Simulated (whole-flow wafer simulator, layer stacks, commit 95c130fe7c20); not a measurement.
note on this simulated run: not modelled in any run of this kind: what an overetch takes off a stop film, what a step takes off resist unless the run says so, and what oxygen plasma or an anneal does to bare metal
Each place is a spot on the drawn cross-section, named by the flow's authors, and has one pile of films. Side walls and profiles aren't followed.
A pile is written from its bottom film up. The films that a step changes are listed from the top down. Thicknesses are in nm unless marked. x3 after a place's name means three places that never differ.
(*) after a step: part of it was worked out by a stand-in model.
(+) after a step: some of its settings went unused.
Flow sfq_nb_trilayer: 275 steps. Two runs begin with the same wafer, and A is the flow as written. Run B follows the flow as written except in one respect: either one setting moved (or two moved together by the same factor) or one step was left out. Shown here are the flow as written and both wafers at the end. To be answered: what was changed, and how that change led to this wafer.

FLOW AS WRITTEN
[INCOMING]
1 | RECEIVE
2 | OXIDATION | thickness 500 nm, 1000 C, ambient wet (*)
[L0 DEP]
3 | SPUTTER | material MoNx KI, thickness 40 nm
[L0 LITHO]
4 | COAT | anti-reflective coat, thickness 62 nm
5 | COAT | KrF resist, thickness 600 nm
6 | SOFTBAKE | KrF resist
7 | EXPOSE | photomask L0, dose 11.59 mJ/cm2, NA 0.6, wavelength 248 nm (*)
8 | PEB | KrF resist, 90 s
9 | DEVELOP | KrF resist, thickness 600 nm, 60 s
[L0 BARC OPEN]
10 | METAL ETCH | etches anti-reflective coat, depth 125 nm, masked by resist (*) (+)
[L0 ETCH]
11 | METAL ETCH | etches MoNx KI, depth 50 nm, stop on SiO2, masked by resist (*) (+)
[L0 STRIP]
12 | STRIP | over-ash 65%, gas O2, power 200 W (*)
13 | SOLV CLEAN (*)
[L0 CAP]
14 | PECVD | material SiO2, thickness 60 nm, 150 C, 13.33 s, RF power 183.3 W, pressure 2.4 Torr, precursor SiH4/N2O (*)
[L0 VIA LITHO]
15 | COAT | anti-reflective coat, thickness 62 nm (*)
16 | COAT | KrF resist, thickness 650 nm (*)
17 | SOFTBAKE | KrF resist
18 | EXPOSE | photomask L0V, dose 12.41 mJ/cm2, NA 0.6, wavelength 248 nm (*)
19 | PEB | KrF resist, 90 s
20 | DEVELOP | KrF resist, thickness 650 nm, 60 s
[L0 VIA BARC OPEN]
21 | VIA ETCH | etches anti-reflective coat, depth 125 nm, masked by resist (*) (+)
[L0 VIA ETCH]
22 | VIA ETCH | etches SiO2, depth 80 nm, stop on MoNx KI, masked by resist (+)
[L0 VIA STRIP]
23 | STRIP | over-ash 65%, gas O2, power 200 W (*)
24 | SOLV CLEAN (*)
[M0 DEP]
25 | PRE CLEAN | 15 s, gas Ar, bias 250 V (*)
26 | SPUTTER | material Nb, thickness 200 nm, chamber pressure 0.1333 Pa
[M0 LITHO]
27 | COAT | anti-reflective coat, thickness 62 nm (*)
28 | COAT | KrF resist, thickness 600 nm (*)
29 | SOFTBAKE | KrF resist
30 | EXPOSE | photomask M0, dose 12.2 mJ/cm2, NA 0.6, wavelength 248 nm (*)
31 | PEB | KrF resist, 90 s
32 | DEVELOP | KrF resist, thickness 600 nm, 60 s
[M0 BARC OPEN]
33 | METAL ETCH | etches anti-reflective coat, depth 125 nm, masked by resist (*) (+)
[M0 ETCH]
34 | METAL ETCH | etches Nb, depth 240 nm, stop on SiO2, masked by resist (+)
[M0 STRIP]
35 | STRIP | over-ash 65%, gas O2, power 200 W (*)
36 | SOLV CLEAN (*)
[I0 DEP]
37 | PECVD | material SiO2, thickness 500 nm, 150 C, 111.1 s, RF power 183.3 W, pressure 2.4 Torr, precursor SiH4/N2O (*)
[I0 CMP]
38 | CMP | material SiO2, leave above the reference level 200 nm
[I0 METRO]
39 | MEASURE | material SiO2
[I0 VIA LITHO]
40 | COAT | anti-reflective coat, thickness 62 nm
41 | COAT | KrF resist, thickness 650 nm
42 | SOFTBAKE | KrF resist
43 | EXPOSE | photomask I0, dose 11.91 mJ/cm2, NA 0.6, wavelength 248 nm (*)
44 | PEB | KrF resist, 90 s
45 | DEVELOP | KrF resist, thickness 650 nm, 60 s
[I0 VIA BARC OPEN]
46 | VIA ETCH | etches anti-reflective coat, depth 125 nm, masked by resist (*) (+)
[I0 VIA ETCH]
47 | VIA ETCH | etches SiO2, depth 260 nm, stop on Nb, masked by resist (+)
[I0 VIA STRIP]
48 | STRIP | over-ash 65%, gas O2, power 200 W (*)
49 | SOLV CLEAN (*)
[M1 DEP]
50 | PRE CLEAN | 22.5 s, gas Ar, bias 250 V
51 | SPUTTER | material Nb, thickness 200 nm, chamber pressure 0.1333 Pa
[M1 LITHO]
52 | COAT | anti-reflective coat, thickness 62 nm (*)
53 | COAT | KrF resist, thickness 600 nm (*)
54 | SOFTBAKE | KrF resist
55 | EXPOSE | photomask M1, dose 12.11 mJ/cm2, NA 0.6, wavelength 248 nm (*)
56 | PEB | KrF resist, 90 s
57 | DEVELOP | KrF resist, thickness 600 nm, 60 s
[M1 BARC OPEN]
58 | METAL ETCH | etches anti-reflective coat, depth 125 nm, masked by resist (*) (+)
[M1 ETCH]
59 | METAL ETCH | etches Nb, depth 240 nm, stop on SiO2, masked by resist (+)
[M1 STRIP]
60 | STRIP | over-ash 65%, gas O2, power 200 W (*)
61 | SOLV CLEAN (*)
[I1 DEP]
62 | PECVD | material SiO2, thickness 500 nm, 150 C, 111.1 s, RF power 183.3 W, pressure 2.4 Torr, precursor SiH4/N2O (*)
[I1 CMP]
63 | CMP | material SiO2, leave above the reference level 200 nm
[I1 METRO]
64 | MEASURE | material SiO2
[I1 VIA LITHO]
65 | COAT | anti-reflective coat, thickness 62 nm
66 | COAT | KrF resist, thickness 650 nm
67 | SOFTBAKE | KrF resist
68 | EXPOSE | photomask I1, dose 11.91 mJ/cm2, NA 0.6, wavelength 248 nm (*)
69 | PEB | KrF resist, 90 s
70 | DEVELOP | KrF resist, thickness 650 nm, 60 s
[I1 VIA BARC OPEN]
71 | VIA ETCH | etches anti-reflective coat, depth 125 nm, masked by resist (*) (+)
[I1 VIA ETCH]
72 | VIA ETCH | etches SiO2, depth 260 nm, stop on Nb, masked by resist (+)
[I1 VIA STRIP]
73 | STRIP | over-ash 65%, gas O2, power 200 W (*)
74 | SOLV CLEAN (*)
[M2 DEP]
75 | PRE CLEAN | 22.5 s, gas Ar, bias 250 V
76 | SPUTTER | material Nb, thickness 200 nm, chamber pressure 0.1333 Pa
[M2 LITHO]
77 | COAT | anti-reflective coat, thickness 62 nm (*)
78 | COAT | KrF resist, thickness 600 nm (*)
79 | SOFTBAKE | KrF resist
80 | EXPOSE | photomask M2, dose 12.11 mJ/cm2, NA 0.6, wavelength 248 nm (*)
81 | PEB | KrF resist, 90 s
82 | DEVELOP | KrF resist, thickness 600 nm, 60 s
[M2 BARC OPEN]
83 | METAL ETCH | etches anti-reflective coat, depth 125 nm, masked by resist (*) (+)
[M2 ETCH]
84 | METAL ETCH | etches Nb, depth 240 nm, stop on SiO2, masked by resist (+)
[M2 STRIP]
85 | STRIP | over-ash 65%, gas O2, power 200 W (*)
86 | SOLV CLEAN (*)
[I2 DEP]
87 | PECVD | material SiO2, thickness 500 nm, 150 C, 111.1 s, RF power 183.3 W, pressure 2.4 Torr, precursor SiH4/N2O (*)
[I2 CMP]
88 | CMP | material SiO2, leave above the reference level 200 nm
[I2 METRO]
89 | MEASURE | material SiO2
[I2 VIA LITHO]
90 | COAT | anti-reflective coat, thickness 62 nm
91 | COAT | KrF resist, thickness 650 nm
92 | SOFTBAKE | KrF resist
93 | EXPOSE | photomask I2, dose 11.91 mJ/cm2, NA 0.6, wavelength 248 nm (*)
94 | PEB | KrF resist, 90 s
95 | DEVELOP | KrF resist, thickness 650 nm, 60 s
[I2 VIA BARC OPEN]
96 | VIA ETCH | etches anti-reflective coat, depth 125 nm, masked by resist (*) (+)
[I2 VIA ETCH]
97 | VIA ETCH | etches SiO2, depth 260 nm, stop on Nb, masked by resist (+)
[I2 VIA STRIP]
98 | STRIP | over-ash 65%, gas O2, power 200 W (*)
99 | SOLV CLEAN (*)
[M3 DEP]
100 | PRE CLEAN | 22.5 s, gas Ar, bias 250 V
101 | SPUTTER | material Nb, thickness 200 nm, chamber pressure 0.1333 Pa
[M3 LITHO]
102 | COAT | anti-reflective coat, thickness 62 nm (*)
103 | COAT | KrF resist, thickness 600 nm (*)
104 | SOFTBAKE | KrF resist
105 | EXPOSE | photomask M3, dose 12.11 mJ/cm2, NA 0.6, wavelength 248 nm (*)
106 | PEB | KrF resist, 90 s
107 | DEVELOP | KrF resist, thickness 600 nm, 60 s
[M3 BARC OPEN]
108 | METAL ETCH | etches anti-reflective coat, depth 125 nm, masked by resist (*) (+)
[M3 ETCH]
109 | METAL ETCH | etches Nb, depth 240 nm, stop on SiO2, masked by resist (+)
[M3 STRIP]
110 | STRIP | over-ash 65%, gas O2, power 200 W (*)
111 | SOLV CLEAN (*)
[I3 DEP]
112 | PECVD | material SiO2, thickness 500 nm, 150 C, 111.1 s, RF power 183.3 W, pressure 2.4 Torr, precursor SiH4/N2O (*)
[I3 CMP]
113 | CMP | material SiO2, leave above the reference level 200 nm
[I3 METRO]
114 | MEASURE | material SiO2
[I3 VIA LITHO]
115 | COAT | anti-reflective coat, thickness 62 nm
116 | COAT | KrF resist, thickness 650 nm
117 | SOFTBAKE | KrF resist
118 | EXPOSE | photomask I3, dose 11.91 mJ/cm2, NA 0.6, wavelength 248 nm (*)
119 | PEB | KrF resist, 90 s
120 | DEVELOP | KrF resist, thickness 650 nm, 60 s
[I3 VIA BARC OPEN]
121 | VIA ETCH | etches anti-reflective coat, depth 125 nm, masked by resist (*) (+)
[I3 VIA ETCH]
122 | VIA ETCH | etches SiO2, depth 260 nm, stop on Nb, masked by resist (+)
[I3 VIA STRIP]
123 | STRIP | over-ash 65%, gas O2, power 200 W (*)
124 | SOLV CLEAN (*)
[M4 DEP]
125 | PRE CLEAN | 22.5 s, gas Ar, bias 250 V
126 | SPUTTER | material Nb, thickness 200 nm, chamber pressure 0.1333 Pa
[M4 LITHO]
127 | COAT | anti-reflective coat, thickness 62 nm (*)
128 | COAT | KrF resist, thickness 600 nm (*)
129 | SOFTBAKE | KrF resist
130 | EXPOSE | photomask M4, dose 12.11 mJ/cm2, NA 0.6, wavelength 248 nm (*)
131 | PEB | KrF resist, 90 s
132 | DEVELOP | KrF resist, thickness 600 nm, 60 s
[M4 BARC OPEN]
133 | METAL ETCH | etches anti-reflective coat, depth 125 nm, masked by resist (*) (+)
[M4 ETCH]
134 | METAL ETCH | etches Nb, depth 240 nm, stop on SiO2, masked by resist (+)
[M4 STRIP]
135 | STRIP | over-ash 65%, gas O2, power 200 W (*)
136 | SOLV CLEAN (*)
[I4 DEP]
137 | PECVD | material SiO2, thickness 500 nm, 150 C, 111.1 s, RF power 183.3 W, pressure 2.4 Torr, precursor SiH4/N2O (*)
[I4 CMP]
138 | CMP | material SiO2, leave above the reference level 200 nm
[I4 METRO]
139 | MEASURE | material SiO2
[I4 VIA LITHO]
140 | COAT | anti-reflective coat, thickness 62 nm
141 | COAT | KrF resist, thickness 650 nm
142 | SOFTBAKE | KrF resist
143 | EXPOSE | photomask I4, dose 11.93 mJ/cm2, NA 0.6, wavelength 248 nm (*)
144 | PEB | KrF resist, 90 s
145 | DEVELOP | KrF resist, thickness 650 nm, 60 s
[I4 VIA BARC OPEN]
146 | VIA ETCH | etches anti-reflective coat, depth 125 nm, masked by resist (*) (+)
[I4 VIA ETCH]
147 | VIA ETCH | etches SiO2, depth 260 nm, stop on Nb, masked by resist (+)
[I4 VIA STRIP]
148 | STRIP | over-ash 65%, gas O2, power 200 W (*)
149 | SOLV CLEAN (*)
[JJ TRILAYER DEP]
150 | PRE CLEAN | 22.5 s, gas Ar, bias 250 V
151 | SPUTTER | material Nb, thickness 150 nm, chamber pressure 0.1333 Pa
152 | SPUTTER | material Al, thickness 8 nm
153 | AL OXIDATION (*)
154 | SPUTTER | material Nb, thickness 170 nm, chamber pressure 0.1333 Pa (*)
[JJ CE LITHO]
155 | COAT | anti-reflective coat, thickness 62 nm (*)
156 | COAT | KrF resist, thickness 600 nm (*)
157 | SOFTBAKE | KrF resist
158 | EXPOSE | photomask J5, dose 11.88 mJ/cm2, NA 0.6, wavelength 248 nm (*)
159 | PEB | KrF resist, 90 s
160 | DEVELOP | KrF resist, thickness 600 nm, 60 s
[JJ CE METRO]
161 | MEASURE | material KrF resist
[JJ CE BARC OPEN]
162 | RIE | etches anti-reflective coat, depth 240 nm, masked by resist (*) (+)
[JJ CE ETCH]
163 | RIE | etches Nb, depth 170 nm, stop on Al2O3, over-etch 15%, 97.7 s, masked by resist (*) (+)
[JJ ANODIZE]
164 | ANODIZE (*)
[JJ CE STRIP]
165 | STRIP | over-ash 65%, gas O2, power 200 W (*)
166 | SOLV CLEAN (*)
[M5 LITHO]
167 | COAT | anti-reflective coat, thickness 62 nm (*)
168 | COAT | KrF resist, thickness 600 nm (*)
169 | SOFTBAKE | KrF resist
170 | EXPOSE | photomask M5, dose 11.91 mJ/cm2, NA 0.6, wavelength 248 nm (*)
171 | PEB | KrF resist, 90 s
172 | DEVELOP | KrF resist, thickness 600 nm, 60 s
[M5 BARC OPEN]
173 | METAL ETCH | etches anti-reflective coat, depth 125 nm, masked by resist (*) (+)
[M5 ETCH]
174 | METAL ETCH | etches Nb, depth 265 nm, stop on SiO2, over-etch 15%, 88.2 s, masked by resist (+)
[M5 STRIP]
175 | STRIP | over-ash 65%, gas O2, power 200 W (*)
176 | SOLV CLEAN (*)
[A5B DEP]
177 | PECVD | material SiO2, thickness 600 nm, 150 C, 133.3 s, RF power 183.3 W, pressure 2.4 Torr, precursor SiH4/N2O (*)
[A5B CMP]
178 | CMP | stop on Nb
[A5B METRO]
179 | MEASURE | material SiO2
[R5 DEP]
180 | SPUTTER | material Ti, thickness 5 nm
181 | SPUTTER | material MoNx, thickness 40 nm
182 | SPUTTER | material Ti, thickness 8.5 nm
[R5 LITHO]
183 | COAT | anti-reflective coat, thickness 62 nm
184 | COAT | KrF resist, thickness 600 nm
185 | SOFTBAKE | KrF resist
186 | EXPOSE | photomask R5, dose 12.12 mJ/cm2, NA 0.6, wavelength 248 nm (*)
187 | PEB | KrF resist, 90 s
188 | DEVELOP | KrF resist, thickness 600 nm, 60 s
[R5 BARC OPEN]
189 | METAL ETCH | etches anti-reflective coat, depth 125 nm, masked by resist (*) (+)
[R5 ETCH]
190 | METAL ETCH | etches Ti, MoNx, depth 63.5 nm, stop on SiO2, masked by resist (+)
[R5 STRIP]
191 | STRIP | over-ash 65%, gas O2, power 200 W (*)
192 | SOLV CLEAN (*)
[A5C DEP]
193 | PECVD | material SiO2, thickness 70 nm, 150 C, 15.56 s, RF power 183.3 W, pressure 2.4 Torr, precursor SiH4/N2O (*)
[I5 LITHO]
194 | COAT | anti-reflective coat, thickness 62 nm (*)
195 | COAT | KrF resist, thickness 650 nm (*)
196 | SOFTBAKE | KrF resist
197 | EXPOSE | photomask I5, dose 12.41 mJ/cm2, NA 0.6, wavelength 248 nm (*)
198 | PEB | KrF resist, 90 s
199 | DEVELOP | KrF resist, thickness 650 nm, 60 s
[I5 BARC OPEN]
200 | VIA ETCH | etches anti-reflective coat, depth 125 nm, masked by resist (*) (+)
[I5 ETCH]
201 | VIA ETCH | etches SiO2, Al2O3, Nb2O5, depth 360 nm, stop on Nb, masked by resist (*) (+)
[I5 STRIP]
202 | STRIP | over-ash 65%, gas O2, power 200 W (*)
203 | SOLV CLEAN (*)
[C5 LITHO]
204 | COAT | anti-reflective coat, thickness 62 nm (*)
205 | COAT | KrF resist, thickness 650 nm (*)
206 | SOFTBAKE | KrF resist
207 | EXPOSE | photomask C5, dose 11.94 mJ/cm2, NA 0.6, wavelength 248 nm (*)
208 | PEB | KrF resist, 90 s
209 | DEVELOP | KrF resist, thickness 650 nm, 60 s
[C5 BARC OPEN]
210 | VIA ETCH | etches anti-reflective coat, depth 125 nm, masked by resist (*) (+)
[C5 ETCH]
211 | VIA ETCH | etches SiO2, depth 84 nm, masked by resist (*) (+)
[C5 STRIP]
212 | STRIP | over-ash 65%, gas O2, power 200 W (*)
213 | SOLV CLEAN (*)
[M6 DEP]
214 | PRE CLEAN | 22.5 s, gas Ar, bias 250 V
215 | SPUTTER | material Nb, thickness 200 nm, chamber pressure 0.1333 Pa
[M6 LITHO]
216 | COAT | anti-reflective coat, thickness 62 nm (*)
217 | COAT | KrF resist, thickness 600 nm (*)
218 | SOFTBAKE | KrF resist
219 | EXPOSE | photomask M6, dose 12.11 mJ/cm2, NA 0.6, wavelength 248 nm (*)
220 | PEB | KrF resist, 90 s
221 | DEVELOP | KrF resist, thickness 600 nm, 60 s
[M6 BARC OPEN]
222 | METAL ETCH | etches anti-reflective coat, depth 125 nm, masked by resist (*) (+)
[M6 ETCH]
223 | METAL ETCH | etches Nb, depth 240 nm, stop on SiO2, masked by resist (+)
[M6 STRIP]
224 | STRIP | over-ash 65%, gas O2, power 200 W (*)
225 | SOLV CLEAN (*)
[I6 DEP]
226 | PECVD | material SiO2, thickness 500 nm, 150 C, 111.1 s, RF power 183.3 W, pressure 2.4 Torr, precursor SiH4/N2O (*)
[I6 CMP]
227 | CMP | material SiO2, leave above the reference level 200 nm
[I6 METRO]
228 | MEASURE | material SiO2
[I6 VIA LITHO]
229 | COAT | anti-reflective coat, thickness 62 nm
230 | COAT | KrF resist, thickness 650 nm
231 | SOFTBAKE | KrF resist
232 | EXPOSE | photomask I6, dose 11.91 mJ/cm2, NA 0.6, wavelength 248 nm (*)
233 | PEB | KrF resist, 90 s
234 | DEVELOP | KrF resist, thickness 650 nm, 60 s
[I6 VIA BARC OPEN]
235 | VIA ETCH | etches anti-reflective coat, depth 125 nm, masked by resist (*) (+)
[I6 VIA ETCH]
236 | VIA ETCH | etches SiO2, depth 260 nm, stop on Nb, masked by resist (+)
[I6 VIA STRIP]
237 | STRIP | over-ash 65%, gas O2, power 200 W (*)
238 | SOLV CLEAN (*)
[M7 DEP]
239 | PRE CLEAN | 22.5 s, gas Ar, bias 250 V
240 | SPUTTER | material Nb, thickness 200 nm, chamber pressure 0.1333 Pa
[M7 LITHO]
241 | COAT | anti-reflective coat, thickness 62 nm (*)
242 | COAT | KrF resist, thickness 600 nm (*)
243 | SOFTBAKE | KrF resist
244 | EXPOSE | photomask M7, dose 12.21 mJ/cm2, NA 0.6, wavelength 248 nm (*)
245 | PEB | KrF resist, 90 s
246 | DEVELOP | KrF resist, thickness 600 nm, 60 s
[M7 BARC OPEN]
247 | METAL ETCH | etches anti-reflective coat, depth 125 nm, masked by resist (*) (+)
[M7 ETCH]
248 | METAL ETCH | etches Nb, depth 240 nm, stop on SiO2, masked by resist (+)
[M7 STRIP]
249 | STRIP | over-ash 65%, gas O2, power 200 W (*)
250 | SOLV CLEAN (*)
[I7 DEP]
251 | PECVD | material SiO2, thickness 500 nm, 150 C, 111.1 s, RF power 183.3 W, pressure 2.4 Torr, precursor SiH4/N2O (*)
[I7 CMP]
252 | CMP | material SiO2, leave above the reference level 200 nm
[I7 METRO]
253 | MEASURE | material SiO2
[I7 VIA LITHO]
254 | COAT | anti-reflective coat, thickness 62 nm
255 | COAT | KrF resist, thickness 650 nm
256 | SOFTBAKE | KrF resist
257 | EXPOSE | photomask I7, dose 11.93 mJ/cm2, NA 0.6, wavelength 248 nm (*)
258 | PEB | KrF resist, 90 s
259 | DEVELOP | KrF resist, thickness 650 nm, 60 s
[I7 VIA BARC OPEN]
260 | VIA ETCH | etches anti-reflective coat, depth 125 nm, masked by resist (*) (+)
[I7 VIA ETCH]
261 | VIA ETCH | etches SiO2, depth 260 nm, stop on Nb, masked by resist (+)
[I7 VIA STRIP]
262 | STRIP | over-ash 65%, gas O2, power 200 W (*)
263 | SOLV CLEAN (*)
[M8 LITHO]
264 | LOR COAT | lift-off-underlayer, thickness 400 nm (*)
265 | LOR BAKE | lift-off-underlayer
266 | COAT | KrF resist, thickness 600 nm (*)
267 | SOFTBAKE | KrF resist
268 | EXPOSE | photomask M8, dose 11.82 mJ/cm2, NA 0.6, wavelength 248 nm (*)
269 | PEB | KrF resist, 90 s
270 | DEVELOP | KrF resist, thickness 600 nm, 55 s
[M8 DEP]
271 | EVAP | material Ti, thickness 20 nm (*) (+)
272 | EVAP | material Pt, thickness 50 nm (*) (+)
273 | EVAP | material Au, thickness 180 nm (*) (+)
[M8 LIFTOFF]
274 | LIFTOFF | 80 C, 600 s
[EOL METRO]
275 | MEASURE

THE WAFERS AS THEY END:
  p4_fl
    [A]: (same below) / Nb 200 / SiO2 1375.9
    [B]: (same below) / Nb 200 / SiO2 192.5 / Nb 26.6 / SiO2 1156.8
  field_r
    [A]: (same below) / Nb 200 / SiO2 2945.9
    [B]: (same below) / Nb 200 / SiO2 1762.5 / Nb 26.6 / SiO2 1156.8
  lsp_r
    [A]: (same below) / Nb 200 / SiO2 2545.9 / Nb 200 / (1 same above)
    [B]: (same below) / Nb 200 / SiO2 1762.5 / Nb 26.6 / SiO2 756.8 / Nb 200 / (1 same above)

Cause: step 174, METAL ETCH: depth 135 nm was run, though the flow has depth 265 nm; step 174, METAL ETCH: 45 s was run, where the flow has 88.2 s.

How this came from the change, step by step:
  174 | METAL ETCH | etches Nb, depth 265 nm, stop on SiO2, over-etch 15%, 88.2 s, masked by resist (+)
      field_l, r_sur, res and 50 more: A -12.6 Al2O3 (all of it), -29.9 Nb2O5 (all of it), -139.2 Nb (all of it), -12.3 SiO2 | B -12.6 Al2O3 (all of it), -29.9 Nb2O5 (all of it), -112.7 Nb
      v_sur, via_wl, via_w and 50 more: A -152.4 KrF resist | B -77.6 KrF resist
  175 | STRIP | over-ash 65%, gas O2, power 200 W (*)
      l0r_line_l, l0r_line_c, l0r_space_c and 27 more: A -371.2 KrF resist (all of it), -62 anti-reflective coat (all of it) | B -445.9 KrF resist (all of it), -62 anti-reflective coat (all of it)
      v_sur: A -349.2 KrF resist (all of it), -44.9 anti-reflective coat (all of it) | B -423.9 KrF resist (all of it), -44.9 anti-reflective coat (all of it)
      (and at 22 other places as well)
  177 | PECVD | material SiO2, thickness 600 nm, 150 C, 133.3 s, RF power 183.3 W, pressure 2.4 Torr, precursor SiH4/N2O (*)
      field_l, p4_fl, p4_fm and 39 more: A +600 SiO2 | B +600 SiO2 (new film)
      r_sur, res, r_end, moat, field_r, lsp_l: A +592.9 SiO2 | B +600 SiO2 (new film)
      (and at 5 other places as well)
  178 | CMP | stop on Nb
      field_l, p4_fl, p4_fm and 39 more: A -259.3 SiO2 | B -298.2 SiO2
      r_sur, res, r_end, moat, field_r, lsp_l: A -252.3 SiO2 | B -298.2 SiO2
      (and at 5 other places as well)
If metal films that touch count as one body, p4_fl has 3 bodies (between them, from the top down: SiO2 192.5; SiO2 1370); the flow as written gives 2 bodies (between them, from the top down: SiO2 1370).
If metal films that touch count as one body, field_r has 2 bodies (between them, from the top down: SiO2 1762.5); the flow as written gives 1 body.
If metal films that touch count as one body, lsp_r has 3 bodies (between them, from the top down: SiO2 756.8; SiO2 1762.5); the flow as written gives 2 bodies (between them, from the top down: SiO2 2545.9).
